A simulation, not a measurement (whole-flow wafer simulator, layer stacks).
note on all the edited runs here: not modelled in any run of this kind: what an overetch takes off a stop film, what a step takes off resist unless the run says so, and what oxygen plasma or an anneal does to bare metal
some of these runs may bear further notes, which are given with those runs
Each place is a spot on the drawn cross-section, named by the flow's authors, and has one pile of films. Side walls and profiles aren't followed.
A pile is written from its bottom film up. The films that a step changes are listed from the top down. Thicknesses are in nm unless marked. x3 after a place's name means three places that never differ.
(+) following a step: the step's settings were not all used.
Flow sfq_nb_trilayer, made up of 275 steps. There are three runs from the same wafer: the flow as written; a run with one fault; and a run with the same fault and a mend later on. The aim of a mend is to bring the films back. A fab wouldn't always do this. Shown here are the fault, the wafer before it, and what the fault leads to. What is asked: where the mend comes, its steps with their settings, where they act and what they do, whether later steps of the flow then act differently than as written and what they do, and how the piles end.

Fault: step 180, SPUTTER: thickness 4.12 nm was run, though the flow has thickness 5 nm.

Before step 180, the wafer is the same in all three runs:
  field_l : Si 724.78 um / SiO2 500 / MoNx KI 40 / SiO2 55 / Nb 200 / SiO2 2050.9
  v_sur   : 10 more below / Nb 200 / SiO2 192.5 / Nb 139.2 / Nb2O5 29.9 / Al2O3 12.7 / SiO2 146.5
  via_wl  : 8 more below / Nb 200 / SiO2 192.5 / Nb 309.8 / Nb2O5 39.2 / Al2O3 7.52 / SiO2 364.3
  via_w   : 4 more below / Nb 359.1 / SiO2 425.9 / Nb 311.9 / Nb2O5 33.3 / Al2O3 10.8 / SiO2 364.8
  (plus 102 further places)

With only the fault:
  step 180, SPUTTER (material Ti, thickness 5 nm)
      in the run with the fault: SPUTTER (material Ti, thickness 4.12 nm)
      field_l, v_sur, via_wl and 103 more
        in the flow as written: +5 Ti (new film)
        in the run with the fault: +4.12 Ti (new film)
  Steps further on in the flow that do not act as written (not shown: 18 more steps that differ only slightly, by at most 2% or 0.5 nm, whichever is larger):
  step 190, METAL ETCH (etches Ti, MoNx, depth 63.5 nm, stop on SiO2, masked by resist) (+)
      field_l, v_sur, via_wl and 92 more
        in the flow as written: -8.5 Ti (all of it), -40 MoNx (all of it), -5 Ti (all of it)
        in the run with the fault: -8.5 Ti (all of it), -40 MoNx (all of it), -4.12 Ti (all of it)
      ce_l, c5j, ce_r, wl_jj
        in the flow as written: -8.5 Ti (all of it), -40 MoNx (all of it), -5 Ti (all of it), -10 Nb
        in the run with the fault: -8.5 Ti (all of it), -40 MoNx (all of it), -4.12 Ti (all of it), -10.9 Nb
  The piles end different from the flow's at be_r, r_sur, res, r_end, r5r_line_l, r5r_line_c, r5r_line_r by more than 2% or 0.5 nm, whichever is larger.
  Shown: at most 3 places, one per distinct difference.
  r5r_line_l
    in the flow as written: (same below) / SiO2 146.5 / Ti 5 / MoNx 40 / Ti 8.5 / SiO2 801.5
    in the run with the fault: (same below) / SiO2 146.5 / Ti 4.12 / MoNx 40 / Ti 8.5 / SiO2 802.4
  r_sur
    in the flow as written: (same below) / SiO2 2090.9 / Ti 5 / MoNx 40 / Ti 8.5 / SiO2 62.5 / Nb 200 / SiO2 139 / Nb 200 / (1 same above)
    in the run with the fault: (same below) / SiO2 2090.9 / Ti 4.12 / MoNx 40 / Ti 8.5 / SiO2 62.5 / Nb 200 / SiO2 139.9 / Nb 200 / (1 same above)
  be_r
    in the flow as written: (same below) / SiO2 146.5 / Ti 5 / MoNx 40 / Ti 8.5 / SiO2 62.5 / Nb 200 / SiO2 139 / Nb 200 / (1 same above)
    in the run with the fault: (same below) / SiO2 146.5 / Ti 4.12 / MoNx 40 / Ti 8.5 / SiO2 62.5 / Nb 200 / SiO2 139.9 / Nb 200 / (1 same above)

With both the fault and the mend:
  The mend stands after step 180.
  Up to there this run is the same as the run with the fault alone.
  step 180a, SPUTTER (material Ti, thickness 0.88 nm) (the flow's step 180, run once more with other settings)
      field_l, v_sur, via_wl and 103 more
        +0.88 Ti
  None of the later steps of the flow acts differently than as written at any place that is followed.
  The piles end the same as the flow's at every place that both follow.
